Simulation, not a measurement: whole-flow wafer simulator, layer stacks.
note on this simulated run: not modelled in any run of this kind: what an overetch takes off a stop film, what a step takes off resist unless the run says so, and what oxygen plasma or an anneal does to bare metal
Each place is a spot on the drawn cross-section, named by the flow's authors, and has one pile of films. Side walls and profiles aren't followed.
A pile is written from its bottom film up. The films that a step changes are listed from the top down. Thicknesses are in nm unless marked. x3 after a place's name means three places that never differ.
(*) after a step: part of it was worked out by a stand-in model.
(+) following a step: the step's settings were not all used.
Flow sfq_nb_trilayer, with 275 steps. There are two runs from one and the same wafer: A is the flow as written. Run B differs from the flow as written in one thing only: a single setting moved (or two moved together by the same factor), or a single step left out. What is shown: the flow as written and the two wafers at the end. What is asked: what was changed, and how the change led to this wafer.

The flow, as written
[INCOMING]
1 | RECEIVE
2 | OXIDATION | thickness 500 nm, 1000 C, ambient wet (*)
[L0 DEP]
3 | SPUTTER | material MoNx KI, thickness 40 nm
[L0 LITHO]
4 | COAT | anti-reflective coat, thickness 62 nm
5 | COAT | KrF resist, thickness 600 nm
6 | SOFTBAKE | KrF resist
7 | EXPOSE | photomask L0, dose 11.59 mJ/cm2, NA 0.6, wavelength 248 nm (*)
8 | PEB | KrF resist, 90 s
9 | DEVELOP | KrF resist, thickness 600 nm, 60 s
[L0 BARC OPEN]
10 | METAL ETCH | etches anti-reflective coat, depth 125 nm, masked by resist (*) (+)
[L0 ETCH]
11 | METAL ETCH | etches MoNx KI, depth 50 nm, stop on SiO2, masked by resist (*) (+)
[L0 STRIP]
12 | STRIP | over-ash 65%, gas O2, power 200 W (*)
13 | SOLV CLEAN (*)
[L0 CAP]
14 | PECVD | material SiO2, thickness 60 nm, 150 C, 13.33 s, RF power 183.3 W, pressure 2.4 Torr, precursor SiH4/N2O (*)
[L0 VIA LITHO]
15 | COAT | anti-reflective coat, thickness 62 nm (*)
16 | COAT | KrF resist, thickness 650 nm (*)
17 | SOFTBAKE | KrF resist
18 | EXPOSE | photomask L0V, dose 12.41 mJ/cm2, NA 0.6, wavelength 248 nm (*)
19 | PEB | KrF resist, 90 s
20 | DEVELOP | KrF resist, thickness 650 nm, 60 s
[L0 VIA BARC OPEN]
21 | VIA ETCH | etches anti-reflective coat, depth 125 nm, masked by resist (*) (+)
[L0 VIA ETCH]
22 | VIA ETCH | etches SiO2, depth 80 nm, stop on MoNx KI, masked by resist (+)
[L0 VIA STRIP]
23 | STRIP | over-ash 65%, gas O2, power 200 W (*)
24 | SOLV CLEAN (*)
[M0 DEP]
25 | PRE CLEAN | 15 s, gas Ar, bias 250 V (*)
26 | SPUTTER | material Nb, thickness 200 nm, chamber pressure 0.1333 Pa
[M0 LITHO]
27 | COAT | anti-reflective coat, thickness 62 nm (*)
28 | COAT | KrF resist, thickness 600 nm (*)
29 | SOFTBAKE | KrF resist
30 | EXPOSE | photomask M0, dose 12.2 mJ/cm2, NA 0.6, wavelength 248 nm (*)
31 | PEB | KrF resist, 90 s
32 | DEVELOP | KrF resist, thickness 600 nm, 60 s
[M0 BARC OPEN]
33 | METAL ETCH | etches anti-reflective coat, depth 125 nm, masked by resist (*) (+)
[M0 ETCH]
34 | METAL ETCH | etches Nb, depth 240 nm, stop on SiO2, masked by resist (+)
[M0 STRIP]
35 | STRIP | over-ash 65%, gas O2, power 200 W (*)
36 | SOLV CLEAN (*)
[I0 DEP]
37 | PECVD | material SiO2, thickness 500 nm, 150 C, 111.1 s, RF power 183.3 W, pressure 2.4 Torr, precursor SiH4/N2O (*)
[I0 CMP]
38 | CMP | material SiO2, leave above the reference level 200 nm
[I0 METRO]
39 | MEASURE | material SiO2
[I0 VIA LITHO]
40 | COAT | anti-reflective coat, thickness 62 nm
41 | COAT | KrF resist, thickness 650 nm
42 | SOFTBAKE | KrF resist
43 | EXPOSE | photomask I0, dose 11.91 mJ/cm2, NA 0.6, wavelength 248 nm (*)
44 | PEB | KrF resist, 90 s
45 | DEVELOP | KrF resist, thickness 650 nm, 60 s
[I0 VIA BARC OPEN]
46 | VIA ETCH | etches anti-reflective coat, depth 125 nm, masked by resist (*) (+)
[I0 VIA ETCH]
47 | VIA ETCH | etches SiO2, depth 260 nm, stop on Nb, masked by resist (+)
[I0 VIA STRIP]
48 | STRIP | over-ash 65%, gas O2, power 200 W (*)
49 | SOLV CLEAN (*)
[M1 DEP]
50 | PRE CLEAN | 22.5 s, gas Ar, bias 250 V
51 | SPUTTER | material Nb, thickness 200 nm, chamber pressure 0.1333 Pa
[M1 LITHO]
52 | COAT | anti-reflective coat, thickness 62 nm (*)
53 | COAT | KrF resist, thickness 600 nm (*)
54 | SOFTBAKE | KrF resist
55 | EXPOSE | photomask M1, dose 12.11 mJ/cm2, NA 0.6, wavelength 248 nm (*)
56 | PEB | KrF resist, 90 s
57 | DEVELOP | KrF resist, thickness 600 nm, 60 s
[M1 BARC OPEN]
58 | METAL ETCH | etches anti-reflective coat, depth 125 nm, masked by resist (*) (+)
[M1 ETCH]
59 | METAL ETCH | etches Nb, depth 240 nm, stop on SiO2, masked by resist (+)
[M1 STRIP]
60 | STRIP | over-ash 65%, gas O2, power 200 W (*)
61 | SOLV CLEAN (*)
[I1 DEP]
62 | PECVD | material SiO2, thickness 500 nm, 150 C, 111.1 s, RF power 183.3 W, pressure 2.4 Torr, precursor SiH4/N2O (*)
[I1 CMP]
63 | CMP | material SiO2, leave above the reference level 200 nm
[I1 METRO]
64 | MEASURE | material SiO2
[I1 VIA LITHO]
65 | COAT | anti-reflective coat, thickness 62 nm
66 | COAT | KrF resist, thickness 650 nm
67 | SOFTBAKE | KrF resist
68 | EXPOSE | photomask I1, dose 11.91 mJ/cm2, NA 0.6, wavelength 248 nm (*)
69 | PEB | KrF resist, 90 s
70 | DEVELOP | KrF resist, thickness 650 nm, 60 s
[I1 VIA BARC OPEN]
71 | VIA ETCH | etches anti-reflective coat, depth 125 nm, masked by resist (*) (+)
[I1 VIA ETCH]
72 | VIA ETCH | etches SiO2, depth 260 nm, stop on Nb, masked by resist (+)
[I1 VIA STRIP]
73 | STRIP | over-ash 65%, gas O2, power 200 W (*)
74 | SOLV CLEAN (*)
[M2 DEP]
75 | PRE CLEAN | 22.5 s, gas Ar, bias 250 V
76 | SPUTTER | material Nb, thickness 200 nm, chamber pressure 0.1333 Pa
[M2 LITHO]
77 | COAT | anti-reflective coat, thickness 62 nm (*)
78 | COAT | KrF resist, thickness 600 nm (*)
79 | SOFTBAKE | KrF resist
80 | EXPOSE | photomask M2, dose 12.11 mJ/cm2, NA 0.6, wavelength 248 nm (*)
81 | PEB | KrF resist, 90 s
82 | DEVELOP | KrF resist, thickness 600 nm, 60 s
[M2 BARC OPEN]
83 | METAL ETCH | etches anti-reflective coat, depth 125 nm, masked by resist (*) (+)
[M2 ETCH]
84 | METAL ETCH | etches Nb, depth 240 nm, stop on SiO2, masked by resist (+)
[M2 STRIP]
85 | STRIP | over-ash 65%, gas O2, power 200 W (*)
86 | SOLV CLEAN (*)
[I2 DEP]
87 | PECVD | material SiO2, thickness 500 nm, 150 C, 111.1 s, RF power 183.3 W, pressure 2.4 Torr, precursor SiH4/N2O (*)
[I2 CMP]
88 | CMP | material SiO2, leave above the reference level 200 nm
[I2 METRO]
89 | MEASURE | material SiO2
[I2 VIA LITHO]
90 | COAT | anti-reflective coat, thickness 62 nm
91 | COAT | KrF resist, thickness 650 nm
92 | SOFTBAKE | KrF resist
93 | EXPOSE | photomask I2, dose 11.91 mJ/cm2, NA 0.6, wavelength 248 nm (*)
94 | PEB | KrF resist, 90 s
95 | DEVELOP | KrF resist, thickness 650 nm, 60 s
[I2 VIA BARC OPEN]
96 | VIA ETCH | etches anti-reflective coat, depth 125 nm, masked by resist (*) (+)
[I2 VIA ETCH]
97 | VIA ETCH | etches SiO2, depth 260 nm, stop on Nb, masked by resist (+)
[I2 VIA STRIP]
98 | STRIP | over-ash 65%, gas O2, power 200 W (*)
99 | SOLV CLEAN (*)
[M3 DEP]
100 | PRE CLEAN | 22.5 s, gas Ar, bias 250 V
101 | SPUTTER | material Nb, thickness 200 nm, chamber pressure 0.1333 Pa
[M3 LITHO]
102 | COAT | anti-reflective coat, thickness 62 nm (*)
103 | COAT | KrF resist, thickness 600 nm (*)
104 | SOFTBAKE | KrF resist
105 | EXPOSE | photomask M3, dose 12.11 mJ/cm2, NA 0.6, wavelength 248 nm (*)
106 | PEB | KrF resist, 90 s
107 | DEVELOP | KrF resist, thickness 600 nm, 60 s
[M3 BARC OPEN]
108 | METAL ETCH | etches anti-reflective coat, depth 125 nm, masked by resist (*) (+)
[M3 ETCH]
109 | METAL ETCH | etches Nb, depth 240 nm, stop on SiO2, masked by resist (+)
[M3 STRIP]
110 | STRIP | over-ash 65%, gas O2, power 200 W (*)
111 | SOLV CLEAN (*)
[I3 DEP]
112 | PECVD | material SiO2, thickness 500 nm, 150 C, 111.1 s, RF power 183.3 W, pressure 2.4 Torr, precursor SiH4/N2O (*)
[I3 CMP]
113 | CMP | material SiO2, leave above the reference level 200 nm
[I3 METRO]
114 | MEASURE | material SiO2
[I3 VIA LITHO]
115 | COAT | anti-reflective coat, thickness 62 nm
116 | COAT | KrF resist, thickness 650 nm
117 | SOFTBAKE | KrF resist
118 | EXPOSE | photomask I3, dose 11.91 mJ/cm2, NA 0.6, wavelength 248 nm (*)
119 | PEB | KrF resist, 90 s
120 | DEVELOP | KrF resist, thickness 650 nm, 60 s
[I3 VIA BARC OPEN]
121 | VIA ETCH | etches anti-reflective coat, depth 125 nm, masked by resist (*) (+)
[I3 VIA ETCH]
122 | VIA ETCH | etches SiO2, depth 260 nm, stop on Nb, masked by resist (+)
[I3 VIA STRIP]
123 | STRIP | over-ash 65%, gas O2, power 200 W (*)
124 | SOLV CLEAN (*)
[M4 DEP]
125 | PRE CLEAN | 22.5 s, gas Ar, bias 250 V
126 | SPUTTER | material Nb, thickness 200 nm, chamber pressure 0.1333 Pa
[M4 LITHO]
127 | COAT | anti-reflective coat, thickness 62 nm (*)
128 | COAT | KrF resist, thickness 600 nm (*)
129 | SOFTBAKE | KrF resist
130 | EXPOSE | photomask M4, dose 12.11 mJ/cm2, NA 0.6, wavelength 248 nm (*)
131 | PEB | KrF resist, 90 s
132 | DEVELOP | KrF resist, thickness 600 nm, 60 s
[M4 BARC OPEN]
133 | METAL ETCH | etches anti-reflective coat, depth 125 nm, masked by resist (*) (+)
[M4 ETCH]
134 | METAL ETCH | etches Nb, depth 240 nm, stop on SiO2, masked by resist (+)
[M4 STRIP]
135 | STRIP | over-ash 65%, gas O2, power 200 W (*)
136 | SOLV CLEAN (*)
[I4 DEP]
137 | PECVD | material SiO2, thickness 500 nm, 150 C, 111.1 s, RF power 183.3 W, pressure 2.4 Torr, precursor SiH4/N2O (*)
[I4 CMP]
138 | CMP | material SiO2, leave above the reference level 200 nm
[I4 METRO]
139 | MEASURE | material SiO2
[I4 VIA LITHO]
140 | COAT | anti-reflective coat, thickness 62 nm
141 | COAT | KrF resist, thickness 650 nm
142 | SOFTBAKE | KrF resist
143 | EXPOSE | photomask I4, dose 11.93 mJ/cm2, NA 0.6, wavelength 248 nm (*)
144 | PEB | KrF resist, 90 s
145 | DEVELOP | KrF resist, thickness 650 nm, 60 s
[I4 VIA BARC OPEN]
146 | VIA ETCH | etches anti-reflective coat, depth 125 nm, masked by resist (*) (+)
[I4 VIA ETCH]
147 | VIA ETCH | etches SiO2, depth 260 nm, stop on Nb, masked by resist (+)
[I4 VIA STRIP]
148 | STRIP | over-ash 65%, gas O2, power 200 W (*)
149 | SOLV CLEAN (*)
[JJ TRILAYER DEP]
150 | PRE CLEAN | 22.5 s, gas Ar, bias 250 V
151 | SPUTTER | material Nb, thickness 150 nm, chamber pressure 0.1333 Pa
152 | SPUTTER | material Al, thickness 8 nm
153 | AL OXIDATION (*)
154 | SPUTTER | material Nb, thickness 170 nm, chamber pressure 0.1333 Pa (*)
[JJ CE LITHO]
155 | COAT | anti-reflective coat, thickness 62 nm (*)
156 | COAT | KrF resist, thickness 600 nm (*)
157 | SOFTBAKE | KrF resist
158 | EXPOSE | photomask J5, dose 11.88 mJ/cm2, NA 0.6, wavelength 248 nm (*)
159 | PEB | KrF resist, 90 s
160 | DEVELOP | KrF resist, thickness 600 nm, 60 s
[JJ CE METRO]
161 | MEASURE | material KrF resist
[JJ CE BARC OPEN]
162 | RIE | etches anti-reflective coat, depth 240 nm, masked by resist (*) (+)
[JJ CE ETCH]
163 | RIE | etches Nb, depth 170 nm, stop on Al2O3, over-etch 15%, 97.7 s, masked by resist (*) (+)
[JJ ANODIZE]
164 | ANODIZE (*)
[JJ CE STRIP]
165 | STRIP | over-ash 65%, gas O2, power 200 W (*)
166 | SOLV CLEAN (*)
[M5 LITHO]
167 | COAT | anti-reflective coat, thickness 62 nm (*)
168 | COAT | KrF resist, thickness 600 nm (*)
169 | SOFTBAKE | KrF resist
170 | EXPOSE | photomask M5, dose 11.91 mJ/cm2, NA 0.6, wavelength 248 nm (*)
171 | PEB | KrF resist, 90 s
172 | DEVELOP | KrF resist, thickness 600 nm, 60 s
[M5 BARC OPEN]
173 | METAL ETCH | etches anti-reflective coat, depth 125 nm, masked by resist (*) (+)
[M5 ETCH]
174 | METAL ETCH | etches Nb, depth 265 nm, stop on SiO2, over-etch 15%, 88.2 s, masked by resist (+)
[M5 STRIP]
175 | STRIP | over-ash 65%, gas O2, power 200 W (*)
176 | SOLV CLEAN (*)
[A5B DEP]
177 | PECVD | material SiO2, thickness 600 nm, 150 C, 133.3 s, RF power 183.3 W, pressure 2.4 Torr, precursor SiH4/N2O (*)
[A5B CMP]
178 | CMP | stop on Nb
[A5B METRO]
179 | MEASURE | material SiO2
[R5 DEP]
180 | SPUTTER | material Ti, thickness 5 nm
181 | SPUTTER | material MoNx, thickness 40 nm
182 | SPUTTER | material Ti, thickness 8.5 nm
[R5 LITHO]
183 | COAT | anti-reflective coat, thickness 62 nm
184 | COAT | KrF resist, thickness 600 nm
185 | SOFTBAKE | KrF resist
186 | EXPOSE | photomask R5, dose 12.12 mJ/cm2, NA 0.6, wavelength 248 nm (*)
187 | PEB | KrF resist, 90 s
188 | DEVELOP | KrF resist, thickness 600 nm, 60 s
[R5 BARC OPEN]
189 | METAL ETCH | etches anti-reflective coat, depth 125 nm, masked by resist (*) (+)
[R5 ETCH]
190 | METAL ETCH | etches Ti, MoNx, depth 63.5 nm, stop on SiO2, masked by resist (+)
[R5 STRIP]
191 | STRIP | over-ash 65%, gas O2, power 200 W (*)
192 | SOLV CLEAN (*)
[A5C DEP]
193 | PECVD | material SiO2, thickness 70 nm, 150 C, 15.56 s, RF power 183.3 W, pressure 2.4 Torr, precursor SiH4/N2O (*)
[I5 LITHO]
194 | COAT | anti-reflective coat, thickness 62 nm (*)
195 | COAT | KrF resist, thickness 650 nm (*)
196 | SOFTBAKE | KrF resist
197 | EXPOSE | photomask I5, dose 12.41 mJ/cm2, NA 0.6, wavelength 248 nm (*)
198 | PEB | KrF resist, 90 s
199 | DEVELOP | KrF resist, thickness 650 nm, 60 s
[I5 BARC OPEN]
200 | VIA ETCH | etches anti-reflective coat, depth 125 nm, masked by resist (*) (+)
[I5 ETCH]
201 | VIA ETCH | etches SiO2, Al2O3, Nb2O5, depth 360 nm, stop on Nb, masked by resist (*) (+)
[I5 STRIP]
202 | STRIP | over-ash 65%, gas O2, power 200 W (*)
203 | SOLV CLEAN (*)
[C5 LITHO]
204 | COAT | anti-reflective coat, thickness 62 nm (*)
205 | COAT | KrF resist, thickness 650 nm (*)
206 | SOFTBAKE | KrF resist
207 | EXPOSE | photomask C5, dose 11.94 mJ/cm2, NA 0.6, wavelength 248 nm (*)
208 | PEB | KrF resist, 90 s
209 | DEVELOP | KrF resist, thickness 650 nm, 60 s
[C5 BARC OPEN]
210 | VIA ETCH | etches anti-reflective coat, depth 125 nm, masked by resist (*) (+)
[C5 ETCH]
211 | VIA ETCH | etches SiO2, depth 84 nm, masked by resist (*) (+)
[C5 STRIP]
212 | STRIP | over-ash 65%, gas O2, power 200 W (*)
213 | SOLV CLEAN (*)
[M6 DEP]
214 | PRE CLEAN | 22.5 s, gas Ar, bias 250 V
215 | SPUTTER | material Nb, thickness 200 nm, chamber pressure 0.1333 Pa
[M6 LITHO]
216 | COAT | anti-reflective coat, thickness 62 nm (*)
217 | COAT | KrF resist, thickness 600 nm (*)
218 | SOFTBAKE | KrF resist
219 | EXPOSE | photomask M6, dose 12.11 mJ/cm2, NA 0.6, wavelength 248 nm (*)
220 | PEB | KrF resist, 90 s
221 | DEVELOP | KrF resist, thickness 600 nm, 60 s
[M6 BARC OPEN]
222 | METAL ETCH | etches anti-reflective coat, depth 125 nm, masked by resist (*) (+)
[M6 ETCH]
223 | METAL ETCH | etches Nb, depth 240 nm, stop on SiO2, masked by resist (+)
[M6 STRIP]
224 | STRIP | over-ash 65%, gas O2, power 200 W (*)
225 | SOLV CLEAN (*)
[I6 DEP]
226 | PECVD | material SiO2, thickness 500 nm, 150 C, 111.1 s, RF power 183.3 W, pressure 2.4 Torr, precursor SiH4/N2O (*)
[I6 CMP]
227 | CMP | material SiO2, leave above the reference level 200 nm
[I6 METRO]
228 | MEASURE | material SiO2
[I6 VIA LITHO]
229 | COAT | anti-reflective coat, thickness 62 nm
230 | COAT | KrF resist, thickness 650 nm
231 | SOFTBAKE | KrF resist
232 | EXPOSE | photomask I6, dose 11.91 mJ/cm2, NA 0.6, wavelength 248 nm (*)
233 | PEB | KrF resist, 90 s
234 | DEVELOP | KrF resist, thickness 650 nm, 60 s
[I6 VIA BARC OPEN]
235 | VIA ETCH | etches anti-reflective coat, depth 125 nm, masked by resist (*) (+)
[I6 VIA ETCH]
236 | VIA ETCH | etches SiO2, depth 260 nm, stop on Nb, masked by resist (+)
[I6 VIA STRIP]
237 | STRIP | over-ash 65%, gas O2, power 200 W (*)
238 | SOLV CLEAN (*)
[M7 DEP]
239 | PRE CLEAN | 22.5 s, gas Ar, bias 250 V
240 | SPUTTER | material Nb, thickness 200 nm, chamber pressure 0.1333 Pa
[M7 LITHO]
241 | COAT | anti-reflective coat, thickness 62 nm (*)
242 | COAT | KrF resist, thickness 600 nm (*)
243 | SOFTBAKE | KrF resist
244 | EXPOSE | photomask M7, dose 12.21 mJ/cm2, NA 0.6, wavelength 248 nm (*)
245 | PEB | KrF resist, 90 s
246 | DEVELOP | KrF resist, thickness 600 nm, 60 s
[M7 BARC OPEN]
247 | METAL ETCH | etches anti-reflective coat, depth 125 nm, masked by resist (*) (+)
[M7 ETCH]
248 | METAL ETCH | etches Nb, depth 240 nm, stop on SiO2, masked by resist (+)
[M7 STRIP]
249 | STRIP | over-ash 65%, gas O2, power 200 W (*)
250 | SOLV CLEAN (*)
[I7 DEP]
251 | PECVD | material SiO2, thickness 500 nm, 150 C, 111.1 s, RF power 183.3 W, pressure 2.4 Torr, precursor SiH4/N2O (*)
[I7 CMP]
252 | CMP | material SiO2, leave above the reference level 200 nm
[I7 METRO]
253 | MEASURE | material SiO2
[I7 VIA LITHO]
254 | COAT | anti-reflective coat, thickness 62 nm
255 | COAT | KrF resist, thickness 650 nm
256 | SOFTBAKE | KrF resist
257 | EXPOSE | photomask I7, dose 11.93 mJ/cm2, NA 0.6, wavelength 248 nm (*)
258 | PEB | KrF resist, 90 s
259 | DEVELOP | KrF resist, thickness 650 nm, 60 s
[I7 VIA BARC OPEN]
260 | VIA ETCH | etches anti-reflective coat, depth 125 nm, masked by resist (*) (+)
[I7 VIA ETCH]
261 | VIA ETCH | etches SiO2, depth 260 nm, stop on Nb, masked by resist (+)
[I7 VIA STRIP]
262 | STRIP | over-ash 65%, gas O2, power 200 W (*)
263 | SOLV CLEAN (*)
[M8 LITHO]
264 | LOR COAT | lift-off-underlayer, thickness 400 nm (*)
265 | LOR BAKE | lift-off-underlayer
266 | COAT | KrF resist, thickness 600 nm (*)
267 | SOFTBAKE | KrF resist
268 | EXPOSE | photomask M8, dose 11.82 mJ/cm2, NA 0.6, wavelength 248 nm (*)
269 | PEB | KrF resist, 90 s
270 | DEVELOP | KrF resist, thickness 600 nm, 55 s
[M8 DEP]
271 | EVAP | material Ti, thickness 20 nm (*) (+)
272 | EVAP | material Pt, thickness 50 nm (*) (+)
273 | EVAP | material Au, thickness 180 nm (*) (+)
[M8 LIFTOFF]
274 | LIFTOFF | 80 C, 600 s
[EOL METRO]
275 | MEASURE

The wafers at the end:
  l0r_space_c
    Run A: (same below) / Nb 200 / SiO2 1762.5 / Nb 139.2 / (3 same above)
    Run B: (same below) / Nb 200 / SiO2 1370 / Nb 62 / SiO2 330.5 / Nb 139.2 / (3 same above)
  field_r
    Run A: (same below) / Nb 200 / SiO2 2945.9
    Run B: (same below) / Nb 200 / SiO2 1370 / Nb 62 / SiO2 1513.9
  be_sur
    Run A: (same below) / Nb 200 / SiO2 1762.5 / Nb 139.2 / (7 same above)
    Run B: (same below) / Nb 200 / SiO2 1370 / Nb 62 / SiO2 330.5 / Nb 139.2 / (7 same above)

Cause: step 134, METAL ETCH: depth 138 nm was run, while the flow as written has depth 240 nm.

How this came from the change, step by step:
  134 | METAL ETCH | etches Nb, depth 240 nm, stop on SiO2, masked by resist (+)
      field_l, be, be_sur and 64 more: A Nb loses 200 (all of it) | B Nb loses 138
      v_sur, via_wl, via_w and 36 more: A KrF resist loses 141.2 | B KrF resist loses 81.2
  135 | STRIP | over-ash 65%, gas O2, power 200 W (*)
      p4_fl, p4_fm, p4_w1 and 26 more: A KrF resist loses 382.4 (all of it), anti-reflective coat loses 62 (all of it) | B KrF resist loses 442.4 (all of it), anti-reflective coat loses 62 (all of it)
      ln_m5, lsp_m, ln_m6: A KrF resist loses 381.9 (all of it), anti-reflective coat loses 61.8 (all of it) | B KrF resist loses 441.9 (all of it), anti-reflective coat loses 61.8 (all of it)
      (and at 7 other places as well)
  137 | PECVD | material SiO2, thickness 500 nm, 150 C, 111.1 s, RF power 183.3 W, pressure 2.4 Torr, precursor SiH4/N2O (*)
      field_l, be, be_sur and 55 more: A SiO2 gains 500 | B SiO2 gains 500 (new film)
      p3_s0, p3_s1, p3_s2, p3_s3, p3_s4, p3_s5: A SiO2 gains 557.1 | B SiO2 gains 500 (new film)
      (and at 3 other places as well)
  138 | CMP | material SiO2, leave above the reference level 200 nm
      field_l, be, be_sur and 55 more: A SiO2 loses 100 | B SiO2 loses 162
      p3_s0, p3_s1, p3_s2, p3_s3, p3_s4, p3_s5: A SiO2 loses 157.1 | B SiO2 loses 162
      (and at 3 other places as well)
If metal films that touch count as one body, l0r_space_c has 3 bodies (between them, from the top down: SiO2 330.5; SiO2 1370); the flow as written gives 2 bodies (between them, from the top down: SiO2 1762.5).
If metal films that touch count as one body, field_r has 2 bodies (between them, from the top down: SiO2 1370); the flow as written gives 1 body.
If metal films that touch count as one body, be_sur has 5 bodies (between them, from the top down: SiO2 192.5; SiO2 209 / Al2O3 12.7 / Nb2O5 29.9; SiO2 330.5; SiO2 1370); the flow as written gives 4 bodies (between them, from the top down: SiO2 192.5; SiO2 209 / Al2O3 12.7 / Nb2O5 29.9; SiO2 1762.5).
